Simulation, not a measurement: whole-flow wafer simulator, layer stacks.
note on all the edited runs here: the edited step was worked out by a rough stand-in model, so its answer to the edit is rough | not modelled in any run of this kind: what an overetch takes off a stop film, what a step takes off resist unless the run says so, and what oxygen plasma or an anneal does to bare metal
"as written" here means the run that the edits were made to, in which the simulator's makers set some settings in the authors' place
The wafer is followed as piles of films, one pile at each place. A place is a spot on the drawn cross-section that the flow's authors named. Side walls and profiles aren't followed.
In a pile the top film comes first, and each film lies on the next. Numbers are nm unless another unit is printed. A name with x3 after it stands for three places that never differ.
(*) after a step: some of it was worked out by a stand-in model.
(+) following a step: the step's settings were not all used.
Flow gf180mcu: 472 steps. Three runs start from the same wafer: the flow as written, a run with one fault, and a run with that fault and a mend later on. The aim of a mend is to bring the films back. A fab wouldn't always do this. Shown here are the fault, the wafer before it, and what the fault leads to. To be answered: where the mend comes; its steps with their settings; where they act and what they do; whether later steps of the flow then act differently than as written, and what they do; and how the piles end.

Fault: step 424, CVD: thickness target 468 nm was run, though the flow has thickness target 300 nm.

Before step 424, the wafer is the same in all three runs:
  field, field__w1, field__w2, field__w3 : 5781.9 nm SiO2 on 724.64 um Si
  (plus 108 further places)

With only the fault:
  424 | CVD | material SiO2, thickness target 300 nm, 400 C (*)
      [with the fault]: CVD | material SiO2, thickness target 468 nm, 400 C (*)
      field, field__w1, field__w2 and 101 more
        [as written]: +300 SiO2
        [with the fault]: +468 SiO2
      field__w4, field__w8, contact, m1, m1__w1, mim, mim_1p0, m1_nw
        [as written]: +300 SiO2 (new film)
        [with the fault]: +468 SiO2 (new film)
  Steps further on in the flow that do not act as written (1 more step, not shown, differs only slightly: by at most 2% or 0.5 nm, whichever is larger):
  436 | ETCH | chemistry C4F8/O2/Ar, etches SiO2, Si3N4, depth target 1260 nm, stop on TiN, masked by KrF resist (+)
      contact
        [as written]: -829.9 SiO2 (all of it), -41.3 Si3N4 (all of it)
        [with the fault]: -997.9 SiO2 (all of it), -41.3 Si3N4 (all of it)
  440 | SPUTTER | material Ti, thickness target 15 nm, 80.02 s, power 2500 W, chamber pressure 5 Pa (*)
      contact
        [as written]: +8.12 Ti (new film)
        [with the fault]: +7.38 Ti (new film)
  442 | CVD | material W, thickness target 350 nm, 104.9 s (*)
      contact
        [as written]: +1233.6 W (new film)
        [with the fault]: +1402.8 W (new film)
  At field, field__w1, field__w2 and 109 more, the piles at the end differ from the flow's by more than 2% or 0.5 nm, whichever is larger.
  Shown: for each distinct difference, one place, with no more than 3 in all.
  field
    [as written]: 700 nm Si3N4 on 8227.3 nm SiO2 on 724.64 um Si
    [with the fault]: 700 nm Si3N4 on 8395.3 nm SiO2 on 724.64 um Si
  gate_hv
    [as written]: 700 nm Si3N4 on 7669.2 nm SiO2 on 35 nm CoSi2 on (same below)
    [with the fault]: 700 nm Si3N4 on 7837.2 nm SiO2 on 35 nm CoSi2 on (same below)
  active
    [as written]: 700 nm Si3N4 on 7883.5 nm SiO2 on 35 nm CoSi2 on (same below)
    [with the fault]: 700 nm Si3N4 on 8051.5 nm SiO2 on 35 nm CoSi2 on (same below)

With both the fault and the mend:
  The mend stands after step 424.
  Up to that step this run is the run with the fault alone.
  424a | WET ETCH | chemistry dHF, depth target 168 nm, 25 C, dilution 100:1 (a further turn of the flow's step 17, with different settings)
      field, field__w1, field__w2 and 109 more
        -168 SiO2
  None of the later steps of the flow acts differently than as written at any place that is followed.
  The piles end the same as the flow's at every place that both follow.
